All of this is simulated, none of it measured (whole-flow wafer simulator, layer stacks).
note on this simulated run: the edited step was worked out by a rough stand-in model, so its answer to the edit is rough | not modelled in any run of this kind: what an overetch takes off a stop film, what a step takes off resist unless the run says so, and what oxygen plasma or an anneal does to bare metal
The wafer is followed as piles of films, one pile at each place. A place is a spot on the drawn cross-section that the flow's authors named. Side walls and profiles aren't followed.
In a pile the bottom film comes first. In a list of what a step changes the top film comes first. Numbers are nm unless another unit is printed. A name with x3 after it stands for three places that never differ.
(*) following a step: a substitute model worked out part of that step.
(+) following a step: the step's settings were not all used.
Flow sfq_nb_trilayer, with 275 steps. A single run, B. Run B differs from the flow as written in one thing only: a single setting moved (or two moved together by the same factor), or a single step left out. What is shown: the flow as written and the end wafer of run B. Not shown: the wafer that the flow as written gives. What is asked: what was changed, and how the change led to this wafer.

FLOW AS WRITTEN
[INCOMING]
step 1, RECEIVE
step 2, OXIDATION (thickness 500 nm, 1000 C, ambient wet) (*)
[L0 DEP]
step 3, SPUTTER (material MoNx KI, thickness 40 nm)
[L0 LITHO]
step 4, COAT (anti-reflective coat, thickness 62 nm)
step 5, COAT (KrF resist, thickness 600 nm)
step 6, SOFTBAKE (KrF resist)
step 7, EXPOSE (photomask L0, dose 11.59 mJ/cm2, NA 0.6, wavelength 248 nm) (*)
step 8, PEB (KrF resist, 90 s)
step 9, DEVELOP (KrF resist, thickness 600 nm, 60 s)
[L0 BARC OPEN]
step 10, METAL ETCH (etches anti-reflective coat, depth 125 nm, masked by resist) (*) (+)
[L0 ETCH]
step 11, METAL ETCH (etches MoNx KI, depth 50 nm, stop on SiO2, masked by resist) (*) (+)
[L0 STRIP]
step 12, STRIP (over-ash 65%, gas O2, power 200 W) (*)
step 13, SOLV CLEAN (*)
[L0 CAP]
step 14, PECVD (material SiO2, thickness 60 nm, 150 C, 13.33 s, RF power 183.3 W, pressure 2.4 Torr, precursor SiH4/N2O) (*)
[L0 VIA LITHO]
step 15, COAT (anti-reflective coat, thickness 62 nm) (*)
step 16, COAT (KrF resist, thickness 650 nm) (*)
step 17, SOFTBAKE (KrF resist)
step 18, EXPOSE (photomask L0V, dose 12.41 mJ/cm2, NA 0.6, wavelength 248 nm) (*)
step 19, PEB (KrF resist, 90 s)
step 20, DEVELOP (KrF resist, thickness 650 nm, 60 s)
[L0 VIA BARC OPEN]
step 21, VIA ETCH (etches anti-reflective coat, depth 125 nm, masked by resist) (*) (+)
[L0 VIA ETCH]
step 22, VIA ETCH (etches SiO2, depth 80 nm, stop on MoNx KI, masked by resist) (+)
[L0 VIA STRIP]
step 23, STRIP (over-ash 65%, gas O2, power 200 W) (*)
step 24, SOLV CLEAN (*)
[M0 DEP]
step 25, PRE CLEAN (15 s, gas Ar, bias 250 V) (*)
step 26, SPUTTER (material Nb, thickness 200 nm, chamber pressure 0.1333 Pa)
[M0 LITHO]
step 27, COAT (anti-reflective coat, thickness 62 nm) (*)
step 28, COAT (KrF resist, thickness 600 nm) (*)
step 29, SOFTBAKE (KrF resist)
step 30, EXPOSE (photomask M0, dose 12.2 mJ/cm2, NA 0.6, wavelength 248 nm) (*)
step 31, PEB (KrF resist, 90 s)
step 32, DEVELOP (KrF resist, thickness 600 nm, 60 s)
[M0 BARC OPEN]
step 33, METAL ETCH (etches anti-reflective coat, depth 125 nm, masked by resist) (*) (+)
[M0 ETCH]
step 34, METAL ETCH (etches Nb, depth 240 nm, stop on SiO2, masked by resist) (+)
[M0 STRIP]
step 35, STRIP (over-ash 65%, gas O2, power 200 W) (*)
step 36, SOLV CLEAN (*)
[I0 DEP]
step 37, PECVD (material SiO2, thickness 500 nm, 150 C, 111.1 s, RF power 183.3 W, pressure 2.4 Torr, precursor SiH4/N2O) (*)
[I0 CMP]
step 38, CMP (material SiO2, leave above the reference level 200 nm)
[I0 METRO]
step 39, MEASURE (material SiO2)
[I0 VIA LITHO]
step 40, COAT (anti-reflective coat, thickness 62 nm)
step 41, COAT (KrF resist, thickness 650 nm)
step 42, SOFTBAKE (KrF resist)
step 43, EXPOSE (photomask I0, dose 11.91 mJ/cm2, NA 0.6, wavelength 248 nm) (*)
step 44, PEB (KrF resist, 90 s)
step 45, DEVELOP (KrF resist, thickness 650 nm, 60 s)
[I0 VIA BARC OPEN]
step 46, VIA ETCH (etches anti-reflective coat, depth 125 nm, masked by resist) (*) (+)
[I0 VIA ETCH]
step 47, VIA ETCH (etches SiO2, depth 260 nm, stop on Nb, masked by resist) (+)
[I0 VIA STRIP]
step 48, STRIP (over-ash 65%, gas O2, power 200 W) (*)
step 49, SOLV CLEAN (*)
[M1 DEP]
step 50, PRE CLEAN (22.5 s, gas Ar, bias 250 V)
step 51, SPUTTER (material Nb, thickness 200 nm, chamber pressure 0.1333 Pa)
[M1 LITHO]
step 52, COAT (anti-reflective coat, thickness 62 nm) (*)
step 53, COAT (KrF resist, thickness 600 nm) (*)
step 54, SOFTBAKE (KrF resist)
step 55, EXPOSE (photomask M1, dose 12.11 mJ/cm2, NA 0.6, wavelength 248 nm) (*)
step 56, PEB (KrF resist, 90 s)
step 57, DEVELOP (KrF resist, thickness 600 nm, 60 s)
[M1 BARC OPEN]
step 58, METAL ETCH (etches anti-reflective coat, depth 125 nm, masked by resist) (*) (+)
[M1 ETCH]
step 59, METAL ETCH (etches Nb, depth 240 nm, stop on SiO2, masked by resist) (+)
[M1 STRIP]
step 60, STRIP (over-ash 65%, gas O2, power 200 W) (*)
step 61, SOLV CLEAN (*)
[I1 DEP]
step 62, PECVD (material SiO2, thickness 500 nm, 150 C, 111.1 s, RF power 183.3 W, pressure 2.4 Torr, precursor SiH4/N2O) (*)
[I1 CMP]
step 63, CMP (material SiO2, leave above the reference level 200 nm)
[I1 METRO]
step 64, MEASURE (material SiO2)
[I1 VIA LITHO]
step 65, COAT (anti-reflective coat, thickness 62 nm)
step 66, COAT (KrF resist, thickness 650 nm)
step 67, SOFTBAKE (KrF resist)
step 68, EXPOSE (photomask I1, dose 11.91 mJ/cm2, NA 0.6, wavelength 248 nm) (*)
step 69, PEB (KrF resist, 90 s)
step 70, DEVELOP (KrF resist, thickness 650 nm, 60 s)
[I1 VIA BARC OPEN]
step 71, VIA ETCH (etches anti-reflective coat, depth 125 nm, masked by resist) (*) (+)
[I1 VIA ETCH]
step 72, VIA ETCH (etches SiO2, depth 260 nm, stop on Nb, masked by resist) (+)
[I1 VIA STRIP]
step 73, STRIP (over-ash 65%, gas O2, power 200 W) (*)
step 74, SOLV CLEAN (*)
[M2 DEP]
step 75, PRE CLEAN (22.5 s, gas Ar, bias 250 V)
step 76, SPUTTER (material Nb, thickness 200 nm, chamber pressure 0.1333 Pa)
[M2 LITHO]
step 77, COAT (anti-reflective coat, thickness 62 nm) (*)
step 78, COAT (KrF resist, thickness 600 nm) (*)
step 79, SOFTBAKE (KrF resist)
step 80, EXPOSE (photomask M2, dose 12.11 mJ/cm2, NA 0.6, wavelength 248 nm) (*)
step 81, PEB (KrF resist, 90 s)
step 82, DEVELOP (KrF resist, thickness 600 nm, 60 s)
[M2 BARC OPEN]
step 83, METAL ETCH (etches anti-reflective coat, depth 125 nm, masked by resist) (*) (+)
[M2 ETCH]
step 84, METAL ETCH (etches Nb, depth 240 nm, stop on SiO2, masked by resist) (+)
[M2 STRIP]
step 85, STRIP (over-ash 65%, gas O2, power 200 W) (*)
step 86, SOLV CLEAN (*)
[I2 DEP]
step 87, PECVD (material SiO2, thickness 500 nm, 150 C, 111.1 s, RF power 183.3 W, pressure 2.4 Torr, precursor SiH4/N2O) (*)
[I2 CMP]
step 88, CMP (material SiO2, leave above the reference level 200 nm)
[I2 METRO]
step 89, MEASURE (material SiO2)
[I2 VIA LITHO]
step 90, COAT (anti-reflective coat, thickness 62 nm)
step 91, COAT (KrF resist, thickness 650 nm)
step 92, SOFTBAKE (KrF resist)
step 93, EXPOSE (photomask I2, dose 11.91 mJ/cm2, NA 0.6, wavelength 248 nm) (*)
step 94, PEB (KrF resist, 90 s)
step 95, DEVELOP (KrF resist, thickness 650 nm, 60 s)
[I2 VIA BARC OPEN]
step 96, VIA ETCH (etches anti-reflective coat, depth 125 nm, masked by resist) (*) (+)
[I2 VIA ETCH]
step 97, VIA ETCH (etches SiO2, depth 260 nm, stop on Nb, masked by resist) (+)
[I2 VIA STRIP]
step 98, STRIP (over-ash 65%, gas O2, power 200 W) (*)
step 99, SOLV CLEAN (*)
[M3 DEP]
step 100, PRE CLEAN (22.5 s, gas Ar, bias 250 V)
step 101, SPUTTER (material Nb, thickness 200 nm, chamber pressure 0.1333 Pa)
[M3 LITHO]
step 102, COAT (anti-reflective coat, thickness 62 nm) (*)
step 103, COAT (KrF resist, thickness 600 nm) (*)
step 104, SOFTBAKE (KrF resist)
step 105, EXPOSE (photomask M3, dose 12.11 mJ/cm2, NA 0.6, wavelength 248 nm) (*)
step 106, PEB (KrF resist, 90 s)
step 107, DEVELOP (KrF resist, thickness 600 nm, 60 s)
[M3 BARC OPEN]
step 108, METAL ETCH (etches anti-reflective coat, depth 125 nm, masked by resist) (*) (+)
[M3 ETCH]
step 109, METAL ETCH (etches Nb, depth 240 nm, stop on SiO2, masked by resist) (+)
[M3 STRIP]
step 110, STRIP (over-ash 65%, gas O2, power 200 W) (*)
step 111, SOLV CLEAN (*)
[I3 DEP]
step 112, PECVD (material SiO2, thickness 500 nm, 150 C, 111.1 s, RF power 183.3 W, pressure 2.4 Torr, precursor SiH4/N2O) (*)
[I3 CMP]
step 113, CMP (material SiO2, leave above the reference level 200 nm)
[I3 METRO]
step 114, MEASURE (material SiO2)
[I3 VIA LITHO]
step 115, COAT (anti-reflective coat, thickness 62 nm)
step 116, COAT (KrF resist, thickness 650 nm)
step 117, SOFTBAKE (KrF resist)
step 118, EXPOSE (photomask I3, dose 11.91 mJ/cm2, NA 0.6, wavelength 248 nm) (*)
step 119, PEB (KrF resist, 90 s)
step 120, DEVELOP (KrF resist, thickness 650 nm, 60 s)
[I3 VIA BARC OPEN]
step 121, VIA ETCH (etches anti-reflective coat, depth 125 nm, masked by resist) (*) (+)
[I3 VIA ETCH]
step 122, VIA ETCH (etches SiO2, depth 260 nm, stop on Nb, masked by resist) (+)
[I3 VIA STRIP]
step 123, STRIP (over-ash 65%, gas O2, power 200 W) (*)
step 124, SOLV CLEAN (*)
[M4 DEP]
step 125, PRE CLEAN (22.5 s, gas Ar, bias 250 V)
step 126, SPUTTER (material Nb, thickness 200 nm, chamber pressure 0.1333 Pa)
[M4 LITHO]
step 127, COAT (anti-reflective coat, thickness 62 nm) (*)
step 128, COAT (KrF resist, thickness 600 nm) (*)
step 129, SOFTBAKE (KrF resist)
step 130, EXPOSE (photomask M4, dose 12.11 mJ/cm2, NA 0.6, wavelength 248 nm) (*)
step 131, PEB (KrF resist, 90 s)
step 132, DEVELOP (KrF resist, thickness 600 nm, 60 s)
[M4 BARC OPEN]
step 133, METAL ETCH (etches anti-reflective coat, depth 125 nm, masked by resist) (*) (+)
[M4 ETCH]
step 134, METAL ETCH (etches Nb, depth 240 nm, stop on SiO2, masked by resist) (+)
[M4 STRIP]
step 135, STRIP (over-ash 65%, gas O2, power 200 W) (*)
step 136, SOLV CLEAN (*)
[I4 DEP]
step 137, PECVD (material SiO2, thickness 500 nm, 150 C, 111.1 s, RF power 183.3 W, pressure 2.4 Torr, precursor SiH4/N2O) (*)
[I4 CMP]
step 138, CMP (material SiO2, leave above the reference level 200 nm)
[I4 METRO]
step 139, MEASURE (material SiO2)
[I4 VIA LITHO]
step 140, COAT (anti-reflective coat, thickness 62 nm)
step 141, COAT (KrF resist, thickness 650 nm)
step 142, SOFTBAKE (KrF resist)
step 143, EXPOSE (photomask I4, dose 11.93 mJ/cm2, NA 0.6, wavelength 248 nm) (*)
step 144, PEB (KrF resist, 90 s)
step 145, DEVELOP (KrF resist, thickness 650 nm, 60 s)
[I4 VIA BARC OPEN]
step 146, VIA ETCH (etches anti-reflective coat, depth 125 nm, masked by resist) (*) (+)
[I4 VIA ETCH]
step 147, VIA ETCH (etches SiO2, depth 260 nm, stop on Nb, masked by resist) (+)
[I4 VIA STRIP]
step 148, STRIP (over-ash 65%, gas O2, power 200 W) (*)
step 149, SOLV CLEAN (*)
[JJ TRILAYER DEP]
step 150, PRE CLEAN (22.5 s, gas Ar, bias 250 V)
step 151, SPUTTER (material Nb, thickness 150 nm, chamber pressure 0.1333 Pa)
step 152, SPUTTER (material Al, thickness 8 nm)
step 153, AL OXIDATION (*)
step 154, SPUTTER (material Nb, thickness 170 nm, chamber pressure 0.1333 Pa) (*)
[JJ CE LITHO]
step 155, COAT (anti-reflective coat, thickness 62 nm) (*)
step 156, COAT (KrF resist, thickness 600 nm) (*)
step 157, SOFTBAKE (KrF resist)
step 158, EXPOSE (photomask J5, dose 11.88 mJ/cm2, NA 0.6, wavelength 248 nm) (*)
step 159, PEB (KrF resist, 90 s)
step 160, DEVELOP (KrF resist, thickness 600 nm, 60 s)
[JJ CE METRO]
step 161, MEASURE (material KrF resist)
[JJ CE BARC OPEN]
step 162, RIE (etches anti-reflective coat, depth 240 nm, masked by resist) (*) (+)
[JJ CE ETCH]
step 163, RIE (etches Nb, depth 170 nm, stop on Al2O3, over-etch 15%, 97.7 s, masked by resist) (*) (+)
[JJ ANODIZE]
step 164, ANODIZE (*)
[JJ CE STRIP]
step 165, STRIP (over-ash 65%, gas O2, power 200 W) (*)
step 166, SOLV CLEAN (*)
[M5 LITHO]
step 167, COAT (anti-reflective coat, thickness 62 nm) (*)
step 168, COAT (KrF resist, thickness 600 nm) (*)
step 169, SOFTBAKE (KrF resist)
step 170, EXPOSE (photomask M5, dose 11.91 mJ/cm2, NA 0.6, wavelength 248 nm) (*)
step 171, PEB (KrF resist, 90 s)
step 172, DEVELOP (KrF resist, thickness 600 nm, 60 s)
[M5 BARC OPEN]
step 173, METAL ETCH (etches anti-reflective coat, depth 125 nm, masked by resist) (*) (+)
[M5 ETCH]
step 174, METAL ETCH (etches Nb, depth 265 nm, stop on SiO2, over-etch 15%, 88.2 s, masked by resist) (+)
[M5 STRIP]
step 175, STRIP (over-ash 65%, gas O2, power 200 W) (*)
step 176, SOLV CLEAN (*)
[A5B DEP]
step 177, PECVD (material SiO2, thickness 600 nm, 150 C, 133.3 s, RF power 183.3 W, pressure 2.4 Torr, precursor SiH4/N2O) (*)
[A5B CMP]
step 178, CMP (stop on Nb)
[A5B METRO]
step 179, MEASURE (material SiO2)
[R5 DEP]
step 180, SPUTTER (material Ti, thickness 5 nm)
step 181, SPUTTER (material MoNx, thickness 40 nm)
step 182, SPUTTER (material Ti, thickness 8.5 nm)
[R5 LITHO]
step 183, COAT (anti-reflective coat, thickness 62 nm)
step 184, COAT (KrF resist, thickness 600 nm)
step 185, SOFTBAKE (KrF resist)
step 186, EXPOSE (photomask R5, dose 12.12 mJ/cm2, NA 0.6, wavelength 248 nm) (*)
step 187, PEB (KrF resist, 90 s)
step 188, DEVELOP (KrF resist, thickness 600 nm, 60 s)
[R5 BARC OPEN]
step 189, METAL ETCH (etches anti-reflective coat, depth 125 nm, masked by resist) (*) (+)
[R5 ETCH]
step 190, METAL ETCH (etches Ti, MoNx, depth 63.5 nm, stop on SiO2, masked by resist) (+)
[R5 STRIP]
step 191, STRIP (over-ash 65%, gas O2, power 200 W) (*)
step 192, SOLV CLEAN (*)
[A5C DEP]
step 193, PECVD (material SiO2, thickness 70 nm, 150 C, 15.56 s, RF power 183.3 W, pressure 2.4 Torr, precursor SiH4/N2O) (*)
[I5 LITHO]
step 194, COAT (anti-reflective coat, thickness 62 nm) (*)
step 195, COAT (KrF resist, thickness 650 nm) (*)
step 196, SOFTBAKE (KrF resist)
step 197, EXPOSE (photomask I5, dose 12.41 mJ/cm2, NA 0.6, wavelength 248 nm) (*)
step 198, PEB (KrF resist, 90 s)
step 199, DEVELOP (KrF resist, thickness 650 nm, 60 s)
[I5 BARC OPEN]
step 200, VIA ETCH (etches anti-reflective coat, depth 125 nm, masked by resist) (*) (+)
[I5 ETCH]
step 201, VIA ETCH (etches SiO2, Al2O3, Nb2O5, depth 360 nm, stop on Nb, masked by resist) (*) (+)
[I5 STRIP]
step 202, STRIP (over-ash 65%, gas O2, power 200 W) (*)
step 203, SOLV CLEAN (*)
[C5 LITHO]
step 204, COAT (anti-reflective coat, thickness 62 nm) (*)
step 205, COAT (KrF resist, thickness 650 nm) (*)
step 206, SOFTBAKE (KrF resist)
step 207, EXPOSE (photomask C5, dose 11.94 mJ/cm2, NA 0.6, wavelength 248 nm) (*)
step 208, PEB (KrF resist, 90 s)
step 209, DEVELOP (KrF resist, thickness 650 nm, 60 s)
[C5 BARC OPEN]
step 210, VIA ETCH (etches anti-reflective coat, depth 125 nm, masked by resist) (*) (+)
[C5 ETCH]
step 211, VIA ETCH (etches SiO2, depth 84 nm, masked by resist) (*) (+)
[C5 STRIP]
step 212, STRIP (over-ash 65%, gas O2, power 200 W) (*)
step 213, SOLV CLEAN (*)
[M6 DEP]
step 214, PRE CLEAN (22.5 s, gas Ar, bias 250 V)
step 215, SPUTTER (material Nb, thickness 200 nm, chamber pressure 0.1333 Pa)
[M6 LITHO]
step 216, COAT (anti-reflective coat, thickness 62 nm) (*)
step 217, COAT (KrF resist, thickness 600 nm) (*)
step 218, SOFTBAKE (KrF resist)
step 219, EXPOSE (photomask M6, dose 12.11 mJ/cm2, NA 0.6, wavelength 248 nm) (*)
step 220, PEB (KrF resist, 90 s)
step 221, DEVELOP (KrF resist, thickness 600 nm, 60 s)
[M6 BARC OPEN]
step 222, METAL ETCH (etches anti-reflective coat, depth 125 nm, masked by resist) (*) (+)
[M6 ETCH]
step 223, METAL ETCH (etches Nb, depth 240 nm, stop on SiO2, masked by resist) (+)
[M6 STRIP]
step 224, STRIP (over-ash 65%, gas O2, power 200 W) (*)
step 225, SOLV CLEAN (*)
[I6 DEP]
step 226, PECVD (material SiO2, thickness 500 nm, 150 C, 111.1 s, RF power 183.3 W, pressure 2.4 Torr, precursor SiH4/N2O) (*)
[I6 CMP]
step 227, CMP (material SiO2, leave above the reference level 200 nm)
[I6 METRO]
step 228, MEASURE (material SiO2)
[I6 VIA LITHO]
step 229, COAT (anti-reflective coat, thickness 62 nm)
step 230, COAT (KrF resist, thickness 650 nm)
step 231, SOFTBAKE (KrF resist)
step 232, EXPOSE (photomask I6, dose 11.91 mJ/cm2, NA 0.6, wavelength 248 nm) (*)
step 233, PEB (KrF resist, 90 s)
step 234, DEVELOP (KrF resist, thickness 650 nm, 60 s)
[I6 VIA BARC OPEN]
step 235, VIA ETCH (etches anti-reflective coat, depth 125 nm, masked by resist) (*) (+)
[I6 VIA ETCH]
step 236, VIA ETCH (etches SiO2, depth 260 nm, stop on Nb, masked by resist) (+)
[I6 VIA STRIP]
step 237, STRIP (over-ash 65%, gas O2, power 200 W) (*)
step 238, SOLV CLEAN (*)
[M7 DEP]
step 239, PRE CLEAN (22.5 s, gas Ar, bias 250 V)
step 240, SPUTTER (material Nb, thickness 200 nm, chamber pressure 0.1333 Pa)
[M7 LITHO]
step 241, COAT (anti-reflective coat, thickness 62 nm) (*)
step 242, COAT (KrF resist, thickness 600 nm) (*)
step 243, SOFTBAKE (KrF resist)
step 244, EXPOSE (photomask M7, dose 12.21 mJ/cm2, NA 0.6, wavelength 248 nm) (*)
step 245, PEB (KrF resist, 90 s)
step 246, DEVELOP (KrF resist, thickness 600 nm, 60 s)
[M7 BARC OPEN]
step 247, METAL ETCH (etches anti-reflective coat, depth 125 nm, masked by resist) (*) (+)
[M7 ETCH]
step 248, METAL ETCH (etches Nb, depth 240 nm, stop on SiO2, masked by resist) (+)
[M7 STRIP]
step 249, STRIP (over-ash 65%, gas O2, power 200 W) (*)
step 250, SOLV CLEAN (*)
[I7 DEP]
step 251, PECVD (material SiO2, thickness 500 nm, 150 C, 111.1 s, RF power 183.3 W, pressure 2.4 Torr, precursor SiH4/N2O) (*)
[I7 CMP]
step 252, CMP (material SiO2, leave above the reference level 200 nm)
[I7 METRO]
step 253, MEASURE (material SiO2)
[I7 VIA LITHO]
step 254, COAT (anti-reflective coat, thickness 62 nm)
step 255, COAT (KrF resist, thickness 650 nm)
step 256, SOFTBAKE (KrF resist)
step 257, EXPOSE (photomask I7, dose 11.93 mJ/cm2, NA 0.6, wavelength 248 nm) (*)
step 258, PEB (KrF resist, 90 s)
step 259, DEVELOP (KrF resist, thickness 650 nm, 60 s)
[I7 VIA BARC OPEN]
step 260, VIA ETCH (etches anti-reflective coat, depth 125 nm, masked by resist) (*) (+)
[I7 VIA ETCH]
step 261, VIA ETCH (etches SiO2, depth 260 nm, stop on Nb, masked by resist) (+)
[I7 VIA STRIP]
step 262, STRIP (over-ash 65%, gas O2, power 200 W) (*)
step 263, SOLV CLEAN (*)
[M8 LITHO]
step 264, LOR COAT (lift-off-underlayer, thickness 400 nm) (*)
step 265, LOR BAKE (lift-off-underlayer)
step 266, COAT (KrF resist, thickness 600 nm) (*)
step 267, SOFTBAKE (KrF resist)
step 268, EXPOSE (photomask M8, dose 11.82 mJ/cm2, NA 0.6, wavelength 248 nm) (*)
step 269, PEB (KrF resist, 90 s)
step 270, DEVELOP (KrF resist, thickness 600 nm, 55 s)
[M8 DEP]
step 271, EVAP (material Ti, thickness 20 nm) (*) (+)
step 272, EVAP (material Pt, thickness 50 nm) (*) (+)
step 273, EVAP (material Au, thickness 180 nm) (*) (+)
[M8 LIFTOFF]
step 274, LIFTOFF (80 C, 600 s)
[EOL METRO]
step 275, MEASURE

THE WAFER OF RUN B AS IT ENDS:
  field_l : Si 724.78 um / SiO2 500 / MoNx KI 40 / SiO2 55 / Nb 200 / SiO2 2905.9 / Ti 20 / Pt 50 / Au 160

What caused this: step 273, EVAP: thickness 160 nm was run, whereas the flow has thickness 180 nm.
The wafer itself shows it: field_l has Au 160, and step 273 as written asks for 180 nm.

Step by step, how the change led to this:
  step 273, EVAP (material Au, thickness 180 nm) (*) (+)
      field_l, v_sur, via_wl and 103 more: +160 Au (new film) (in the flow as written it would be: +180 Au (new film))
  step 274, LIFTOFF (80 C, 600 s)
      p4_fl, p4_fm, p4_w1 and 71 more: -160 Au (all of it), -50 Pt (all of it), -20 Ti (all of it), -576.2 KrF resist (all of it), -400 lift-off-underlayer (all of it) (in the flow as written it would be: -180 Au (all of it), -50 Pt (all of it), -20 Ti (all of it), -576.2 KrF resist (all of it), -400 lift-off-underlayer (all of it))
      c5j, ce_r: -160 Au (all of it), -50 Pt (all of it), -20 Ti (all of it), -573.3 KrF resist (all of it), -399.3 lift-off-underlayer (all of it) (in the flow as written it would be: -180 Au (all of it), -50 Pt (all of it), -20 Ti (all of it), -573.3 KrF resist (all of it), -399.3 lift-off-underlayer (all of it))
      (and at 19 other places as well)
